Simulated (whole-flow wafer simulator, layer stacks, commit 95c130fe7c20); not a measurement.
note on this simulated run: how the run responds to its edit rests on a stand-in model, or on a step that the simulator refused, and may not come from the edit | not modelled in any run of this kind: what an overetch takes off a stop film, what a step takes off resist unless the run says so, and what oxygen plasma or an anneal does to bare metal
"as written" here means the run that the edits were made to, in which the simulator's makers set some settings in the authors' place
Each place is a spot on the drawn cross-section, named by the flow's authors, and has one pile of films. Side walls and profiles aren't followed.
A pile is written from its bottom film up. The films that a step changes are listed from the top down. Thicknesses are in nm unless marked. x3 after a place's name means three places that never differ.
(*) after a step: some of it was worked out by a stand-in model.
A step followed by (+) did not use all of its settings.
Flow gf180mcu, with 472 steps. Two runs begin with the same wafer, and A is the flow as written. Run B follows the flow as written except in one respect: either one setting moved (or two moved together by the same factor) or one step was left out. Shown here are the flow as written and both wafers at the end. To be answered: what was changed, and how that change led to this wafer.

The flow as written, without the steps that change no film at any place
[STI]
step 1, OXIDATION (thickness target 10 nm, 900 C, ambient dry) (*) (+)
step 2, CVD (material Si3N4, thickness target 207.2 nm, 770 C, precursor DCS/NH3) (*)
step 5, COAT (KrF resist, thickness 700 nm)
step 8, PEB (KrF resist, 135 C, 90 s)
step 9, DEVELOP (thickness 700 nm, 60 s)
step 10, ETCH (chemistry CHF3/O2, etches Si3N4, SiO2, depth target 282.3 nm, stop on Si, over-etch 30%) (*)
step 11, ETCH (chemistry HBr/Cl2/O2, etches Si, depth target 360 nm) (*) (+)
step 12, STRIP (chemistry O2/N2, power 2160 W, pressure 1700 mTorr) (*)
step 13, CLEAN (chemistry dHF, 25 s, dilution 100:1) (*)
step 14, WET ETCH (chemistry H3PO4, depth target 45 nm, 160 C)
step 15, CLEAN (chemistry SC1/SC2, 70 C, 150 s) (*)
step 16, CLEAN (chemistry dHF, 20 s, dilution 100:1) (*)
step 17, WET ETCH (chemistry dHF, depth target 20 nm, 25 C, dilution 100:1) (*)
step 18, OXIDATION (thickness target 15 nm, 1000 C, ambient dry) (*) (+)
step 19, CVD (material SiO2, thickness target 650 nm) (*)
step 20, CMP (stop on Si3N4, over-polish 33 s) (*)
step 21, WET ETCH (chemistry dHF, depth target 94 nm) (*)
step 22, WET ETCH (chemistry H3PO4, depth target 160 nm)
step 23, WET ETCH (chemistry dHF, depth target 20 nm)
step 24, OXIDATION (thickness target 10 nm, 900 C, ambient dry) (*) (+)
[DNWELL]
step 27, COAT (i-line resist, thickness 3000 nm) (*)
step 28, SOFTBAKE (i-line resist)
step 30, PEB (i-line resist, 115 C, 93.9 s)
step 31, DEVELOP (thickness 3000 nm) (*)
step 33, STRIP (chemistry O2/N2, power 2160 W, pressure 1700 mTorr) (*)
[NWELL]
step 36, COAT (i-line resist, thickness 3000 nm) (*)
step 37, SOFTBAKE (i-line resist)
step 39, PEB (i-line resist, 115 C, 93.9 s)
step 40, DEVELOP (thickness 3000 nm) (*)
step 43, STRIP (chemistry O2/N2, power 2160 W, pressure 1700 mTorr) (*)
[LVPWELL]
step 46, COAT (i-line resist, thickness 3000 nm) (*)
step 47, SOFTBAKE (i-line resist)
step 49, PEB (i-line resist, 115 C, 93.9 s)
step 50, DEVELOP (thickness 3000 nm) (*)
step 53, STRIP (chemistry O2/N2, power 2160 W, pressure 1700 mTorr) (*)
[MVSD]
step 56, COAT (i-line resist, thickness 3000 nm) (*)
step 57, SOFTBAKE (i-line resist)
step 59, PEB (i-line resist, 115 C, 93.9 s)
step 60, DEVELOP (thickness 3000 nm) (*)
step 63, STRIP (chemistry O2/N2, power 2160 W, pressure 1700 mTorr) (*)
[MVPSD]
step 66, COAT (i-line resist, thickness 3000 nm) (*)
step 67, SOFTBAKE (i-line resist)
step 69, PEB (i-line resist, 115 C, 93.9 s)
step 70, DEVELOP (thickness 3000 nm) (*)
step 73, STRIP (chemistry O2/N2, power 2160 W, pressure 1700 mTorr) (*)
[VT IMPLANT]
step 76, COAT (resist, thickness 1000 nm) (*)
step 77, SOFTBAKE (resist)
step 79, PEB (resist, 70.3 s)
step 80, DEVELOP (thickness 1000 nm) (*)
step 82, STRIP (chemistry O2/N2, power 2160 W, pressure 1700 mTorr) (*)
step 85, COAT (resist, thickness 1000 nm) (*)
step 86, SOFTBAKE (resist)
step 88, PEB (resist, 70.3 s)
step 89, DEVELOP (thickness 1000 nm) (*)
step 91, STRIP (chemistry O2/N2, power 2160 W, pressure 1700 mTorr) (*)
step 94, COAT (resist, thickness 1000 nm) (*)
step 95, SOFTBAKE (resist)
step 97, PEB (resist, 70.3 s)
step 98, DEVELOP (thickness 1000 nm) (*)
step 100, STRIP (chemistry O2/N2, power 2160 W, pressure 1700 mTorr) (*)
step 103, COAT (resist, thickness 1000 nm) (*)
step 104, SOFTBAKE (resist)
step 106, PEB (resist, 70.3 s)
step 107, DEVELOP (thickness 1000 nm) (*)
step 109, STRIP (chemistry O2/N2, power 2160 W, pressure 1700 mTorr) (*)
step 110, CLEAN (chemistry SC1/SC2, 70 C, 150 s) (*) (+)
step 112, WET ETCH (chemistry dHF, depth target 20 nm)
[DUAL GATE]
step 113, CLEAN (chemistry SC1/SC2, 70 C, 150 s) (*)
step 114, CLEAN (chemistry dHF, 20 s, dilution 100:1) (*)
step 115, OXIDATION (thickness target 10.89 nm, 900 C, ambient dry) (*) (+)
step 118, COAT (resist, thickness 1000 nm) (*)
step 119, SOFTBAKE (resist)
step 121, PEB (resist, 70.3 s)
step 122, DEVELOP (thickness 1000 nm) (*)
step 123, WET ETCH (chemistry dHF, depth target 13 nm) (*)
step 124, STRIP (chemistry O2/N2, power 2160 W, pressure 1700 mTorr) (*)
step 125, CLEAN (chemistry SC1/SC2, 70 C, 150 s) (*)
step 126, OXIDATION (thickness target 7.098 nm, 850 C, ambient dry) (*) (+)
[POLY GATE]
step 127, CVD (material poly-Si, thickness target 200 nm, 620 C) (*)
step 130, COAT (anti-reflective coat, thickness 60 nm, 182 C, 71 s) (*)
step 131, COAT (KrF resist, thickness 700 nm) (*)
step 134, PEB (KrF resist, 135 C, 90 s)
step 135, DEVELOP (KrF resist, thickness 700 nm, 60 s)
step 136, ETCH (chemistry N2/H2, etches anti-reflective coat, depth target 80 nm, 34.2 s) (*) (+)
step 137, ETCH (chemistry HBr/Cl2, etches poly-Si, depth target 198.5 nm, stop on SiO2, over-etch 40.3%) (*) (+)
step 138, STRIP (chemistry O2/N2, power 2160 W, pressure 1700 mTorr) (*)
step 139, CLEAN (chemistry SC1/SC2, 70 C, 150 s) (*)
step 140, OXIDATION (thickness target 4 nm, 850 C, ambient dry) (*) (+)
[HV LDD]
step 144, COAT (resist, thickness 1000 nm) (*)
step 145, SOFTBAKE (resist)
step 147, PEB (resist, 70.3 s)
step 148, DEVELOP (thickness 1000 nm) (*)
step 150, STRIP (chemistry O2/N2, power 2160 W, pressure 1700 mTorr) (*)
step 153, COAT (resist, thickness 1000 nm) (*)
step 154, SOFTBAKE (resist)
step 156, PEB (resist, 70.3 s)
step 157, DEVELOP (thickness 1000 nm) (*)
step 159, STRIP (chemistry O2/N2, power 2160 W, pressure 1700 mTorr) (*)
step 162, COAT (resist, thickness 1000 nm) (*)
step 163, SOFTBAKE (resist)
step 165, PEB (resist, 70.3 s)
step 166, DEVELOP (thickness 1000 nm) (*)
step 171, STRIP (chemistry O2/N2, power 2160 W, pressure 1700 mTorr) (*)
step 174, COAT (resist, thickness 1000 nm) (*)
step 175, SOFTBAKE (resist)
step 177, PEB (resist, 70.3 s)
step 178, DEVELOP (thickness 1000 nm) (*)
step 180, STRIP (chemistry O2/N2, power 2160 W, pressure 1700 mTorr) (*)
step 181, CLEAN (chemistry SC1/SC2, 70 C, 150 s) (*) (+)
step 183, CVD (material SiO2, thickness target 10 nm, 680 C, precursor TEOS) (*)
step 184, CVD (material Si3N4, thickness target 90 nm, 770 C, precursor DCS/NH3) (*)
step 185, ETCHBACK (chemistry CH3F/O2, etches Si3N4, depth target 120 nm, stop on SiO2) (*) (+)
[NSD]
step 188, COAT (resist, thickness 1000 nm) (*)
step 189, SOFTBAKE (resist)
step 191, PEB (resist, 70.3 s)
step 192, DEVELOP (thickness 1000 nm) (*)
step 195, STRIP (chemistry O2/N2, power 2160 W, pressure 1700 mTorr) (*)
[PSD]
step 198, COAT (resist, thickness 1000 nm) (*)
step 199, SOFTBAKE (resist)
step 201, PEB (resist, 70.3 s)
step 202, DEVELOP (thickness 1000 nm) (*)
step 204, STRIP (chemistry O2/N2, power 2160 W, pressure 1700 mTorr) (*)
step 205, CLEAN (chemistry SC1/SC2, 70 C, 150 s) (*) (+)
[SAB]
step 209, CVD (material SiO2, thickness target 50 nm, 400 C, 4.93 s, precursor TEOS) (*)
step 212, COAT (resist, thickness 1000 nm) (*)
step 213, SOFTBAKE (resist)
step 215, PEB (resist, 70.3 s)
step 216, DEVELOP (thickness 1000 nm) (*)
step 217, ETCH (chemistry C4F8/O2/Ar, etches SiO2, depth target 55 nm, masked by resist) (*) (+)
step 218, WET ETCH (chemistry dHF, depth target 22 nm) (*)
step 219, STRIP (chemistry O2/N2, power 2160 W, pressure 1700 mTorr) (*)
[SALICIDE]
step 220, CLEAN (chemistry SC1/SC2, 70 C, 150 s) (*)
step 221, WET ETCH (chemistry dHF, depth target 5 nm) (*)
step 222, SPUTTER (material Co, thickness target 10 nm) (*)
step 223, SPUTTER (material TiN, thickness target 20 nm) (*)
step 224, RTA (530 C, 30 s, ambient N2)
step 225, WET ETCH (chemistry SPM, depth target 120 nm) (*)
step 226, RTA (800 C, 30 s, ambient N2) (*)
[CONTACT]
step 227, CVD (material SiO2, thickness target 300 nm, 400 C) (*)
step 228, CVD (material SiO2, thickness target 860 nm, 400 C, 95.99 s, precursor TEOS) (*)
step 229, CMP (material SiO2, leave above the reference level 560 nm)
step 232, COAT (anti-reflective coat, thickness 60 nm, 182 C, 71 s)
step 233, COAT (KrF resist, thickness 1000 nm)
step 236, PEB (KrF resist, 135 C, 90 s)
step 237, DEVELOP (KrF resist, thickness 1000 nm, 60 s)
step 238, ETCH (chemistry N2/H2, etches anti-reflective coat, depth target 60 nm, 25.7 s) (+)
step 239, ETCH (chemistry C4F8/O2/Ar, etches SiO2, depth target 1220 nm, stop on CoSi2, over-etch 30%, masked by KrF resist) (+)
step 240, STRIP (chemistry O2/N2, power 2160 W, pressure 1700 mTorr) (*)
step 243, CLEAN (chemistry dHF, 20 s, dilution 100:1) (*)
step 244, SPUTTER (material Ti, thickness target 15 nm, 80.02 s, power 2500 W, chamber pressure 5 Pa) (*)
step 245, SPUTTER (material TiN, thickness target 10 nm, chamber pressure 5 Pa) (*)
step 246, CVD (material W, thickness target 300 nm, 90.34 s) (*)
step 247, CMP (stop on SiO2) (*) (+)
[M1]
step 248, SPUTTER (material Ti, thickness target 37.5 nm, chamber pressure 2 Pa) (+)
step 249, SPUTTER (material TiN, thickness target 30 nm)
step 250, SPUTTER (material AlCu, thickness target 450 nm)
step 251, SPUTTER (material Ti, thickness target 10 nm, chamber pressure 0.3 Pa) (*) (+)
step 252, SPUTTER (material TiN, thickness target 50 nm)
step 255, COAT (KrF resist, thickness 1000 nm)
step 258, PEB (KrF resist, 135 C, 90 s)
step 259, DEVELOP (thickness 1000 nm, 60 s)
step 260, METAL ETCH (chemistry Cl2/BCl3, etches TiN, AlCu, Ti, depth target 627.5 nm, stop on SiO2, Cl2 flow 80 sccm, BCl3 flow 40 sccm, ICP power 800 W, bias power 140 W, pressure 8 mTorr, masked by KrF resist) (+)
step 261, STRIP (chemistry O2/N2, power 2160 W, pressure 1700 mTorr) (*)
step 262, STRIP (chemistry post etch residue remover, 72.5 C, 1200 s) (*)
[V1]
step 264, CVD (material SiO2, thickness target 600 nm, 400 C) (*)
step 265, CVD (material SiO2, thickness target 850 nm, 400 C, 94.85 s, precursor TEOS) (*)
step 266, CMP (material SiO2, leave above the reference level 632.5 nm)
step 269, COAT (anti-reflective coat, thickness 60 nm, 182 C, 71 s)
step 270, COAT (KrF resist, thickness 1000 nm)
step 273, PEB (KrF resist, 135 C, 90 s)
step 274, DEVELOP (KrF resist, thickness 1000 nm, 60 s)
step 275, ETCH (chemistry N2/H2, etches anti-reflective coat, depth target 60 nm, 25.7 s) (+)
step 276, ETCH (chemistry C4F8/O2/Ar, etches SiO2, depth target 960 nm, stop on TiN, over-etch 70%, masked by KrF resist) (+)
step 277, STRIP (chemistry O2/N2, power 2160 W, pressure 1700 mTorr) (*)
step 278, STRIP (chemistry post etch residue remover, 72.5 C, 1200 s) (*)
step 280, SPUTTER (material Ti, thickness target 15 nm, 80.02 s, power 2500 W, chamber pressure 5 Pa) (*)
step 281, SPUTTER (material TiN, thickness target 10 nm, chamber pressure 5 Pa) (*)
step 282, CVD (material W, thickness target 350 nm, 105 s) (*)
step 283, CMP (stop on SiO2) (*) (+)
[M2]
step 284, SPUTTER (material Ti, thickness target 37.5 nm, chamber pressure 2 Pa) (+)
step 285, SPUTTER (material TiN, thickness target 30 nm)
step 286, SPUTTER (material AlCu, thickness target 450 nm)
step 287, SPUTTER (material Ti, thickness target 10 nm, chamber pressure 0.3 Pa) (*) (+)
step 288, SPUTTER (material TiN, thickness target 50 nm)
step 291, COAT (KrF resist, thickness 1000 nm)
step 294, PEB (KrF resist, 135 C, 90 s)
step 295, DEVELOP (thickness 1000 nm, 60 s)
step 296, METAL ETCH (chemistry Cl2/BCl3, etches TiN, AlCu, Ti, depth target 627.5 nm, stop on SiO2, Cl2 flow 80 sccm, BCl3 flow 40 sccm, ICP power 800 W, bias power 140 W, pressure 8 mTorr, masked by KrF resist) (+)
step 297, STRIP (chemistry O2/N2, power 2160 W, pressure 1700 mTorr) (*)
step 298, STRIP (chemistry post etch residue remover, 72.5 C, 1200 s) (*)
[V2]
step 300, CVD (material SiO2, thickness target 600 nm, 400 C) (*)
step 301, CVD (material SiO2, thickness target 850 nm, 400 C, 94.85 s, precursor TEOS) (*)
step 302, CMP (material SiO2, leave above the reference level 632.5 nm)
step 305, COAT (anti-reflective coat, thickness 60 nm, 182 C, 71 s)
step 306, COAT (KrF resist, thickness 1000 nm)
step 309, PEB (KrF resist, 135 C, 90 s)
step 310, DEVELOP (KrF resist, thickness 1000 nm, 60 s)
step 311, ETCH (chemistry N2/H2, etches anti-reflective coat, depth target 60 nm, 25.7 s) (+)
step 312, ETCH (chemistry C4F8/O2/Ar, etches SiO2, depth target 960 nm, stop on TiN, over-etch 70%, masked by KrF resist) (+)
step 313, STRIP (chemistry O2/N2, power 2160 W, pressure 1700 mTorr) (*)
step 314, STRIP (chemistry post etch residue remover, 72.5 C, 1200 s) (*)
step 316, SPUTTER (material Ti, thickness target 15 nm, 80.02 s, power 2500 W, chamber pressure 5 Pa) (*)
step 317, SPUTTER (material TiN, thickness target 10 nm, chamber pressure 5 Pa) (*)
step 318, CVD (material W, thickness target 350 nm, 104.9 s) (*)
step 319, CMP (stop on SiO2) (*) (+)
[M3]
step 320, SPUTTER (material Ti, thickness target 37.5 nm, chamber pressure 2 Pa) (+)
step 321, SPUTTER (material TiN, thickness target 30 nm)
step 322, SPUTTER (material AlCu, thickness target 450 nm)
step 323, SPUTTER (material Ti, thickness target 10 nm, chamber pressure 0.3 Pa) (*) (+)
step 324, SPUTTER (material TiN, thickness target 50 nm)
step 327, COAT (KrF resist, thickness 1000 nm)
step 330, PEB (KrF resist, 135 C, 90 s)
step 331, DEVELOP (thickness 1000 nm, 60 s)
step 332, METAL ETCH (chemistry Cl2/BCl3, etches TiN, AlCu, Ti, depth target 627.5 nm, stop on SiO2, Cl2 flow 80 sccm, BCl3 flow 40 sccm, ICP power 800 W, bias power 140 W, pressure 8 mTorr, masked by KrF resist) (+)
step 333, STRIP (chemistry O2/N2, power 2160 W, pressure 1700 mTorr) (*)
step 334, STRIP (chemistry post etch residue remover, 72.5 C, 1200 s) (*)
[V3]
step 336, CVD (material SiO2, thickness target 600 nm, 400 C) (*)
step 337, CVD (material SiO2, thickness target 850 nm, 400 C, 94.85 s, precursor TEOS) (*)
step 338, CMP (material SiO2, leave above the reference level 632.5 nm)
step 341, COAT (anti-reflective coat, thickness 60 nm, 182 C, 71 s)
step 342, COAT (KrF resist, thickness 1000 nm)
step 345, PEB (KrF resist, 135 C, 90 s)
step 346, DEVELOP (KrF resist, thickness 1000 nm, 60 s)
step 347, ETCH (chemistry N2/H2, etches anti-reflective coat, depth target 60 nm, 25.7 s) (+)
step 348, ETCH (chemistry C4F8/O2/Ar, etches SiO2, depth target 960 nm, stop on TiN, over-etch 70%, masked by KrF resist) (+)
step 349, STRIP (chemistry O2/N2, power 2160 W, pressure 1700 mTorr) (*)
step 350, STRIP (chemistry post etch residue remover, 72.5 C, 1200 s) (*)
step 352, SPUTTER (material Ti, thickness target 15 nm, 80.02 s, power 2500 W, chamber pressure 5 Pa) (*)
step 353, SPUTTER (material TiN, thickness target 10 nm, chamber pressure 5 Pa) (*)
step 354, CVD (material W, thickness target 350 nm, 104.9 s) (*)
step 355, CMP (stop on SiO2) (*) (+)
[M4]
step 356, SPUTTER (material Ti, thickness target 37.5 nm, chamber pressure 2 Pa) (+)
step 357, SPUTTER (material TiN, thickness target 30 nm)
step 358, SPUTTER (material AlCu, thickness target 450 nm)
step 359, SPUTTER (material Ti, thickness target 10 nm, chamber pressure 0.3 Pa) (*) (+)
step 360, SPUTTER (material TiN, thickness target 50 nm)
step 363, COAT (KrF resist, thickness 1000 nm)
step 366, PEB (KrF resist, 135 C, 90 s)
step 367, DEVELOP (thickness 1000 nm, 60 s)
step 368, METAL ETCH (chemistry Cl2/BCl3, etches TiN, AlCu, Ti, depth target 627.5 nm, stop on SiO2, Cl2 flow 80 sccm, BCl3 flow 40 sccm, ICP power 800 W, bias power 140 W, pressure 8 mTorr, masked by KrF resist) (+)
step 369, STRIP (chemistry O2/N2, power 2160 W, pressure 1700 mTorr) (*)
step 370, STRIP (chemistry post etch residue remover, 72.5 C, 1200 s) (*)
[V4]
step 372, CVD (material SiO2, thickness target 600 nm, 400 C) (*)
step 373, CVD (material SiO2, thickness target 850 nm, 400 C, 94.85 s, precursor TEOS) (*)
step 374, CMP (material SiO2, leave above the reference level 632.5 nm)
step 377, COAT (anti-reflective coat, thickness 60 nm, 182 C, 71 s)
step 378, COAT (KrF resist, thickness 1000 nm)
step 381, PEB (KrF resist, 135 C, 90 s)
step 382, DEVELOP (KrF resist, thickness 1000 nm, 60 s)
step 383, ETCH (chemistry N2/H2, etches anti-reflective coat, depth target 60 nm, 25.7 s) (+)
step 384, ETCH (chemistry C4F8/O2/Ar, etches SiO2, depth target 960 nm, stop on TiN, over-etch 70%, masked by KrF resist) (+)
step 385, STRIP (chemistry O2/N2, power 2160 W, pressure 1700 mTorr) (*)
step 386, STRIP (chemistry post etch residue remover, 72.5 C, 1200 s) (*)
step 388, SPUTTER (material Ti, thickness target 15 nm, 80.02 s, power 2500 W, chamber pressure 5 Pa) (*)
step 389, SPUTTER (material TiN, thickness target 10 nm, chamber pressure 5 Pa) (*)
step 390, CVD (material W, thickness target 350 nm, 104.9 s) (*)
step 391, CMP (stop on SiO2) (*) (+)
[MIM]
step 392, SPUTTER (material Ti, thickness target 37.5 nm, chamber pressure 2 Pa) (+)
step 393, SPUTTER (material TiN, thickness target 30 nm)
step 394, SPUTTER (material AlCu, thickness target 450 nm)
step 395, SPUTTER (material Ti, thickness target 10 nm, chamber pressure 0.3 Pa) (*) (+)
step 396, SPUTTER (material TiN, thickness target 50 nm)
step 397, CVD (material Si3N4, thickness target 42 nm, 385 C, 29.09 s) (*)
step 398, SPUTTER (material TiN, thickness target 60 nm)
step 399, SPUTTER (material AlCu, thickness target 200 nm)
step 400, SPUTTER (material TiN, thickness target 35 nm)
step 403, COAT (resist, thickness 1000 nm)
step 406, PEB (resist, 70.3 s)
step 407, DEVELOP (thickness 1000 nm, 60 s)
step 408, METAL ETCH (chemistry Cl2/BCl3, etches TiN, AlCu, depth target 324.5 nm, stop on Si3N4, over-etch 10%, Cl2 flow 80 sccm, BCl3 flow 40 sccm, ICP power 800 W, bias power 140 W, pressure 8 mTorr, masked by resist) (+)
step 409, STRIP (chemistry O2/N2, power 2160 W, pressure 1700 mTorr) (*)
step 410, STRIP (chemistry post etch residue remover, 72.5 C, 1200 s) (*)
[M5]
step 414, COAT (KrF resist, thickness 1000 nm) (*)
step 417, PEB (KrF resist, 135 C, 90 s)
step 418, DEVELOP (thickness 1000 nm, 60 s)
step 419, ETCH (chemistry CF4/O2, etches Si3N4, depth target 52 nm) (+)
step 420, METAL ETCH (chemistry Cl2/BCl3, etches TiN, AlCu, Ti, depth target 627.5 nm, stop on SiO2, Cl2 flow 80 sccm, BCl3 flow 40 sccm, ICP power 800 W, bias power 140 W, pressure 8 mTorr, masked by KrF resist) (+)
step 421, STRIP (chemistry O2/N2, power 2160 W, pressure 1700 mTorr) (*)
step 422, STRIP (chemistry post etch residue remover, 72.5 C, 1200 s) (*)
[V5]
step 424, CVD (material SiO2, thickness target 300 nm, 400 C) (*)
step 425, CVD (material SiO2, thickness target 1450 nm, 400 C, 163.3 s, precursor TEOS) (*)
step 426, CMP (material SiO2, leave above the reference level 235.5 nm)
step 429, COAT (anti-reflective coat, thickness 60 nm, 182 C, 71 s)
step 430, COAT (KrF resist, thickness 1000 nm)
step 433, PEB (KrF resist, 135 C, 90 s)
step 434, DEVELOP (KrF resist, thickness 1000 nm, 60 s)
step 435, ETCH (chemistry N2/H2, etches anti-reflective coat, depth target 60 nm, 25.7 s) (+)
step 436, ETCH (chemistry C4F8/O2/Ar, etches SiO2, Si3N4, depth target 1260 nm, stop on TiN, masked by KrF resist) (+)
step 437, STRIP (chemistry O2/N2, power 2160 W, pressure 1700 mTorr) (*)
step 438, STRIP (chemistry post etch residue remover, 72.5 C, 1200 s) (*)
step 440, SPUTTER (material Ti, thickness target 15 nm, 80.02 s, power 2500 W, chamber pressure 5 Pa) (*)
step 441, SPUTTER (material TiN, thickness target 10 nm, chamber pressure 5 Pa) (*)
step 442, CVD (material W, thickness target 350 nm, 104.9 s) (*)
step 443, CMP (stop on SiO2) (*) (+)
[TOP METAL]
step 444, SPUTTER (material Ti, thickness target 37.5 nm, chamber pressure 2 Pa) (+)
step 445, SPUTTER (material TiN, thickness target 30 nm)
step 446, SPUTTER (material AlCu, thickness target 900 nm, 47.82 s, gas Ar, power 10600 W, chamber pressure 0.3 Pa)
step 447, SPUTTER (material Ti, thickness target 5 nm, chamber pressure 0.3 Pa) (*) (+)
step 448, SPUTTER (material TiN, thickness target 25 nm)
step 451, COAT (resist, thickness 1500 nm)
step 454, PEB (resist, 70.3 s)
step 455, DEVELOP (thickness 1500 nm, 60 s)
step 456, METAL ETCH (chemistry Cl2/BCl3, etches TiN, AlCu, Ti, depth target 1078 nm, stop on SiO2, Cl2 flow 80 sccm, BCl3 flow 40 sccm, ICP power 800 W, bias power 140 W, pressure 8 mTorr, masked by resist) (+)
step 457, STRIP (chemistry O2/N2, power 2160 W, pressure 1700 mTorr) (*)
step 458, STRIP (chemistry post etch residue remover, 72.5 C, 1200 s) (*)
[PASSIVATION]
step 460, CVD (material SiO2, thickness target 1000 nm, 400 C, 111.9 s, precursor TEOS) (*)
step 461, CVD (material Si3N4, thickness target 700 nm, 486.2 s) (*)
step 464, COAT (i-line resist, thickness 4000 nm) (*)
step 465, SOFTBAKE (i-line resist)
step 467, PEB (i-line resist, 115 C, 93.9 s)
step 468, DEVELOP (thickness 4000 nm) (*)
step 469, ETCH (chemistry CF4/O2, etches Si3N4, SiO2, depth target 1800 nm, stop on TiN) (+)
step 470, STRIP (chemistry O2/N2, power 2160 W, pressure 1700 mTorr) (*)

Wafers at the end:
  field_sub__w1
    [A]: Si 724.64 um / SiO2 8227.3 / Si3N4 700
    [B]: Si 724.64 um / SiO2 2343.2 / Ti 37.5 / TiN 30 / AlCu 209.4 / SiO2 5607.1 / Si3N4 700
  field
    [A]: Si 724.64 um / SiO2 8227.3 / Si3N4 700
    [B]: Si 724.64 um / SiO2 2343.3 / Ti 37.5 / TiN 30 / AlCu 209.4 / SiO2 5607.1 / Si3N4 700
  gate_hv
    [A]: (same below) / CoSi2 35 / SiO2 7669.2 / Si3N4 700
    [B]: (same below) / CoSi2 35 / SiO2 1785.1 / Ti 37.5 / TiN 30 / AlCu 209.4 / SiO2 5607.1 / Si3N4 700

The reason: step 296, METAL ETCH: depth target 294.9 nm was run, while the flow as written has depth target 627.5 nm.

How this came from the change, step by step:
  step 296, METAL ETCH (chemistry Cl2/BCl3, etches TiN, AlCu, Ti, depth target 627.5 nm, stop on SiO2, Cl2 flow 80 sccm, BCl3 flow 40 sccm, ICP power 800 W, bias power 140 W, pressure 8 mTorr, masked by KrF resist) (+)
      field, field__w1, field__w2 and 103 more: A TiN loses 50 (all of it), Ti loses 10 (all of it), AlCu loses 450 (all of it), TiN loses 30 (all of it), Ti loses 37.5 (all of it) | B TiN loses 50 (all of it), Ti loses 10 (all of it), AlCu loses 234.9
      field__w8, contact, m1, m1__w1, m1_nw: A KrF resist loses 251 | B KrF resist loses 118
  step 297, STRIP (chemistry O2/N2, power 2160 W, pressure 1700 mTorr) (*)
      field__w8, contact, m1, m1__w1, m1_nw: A KrF resist loses 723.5 (all of it) | B KrF resist loses 856.6 (all of it)
  step 298, STRIP (chemistry post etch residue remover, 72.5 C, 1200 s) (*)
      field, field__w1, field__w2 and 103 more: A nothing | B AlCu loses 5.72
  step 300, CVD (material SiO2, thickness target 600 nm, 400 C) (*)
      field, field__w1, field__w2 and 103 more: A SiO2 gains 600 | B SiO2 gains 600 (new film)
  step 302, CMP (material SiO2, leave above the reference level 632.5 nm)
      field, field__w1, field__w2 and 103 more: A SiO2 loses 300 | B SiO2 loses 576.9
Taking metal films that touch as one body, field_sub__w1 has 1 body; the flow as written gives 0 bodies.
Taking metal films that touch as one body, field has 1 body; the flow as written gives 0 bodies.
Taking metal films that touch as one body, gate_hv has 2 bodies (between them, from the top down: SiO2 1785.1); the flow as written gives 1 body.
